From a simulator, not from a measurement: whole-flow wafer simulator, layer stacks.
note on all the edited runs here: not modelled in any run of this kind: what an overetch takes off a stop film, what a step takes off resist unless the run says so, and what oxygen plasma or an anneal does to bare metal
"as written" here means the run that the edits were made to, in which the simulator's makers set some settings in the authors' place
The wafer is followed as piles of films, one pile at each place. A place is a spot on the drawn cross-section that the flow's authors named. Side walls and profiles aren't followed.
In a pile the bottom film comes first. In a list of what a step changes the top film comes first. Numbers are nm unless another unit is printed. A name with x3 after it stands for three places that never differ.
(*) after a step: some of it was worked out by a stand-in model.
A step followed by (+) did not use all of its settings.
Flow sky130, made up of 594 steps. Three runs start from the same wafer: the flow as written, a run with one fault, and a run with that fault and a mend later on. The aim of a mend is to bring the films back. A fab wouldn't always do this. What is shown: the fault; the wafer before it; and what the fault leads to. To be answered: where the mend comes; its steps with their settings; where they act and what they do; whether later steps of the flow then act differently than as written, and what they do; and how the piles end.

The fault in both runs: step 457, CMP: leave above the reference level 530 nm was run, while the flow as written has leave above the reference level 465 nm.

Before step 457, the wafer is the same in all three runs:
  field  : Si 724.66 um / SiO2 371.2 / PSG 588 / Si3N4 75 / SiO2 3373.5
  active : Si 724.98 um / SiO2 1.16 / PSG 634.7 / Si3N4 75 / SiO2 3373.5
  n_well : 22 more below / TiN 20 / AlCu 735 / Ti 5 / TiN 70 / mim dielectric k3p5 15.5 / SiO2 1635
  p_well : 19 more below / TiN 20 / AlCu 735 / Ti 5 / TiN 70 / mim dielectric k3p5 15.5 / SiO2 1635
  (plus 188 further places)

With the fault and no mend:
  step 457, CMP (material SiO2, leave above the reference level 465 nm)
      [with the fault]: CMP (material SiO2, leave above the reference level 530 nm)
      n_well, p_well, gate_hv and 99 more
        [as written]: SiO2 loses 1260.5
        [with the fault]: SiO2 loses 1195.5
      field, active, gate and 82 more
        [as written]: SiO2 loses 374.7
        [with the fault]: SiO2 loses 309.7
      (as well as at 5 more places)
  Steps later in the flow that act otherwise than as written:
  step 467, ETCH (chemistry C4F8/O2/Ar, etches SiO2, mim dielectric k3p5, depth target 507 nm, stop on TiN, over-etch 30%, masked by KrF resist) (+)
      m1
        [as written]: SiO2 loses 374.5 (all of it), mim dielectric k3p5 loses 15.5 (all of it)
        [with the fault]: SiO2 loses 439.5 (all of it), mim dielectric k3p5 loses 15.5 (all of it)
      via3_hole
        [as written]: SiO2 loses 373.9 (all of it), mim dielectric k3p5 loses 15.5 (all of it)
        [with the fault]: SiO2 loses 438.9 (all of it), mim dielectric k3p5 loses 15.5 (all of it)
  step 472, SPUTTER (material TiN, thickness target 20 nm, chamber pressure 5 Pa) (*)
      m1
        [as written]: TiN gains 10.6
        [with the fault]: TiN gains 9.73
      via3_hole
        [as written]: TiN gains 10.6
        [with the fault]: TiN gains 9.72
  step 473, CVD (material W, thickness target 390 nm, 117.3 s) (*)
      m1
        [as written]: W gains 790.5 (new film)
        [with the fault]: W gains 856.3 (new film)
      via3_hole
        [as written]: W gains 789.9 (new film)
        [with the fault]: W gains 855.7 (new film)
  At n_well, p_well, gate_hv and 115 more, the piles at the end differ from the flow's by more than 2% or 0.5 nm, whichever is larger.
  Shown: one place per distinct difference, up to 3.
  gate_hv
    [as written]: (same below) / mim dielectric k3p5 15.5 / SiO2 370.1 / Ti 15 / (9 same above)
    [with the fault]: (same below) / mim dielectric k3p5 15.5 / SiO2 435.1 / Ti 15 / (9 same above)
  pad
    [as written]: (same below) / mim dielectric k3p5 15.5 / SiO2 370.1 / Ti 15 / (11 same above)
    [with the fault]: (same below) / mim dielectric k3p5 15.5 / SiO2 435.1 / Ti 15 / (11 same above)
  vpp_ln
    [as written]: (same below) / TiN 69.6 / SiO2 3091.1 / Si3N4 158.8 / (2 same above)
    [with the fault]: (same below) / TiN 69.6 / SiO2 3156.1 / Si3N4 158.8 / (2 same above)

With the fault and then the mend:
  The mend stands after step 457.
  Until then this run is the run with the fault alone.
  step 457a, CMP (material SiO2, leave above the reference level 465 nm) (the flow's step 457 again)
      field, active, n_well and 189 more
        SiO2 loses 65
  Later steps of the flow that are run all act as written at every place that is followed.
  At every place that both follow, the piles at the end match the flow's.
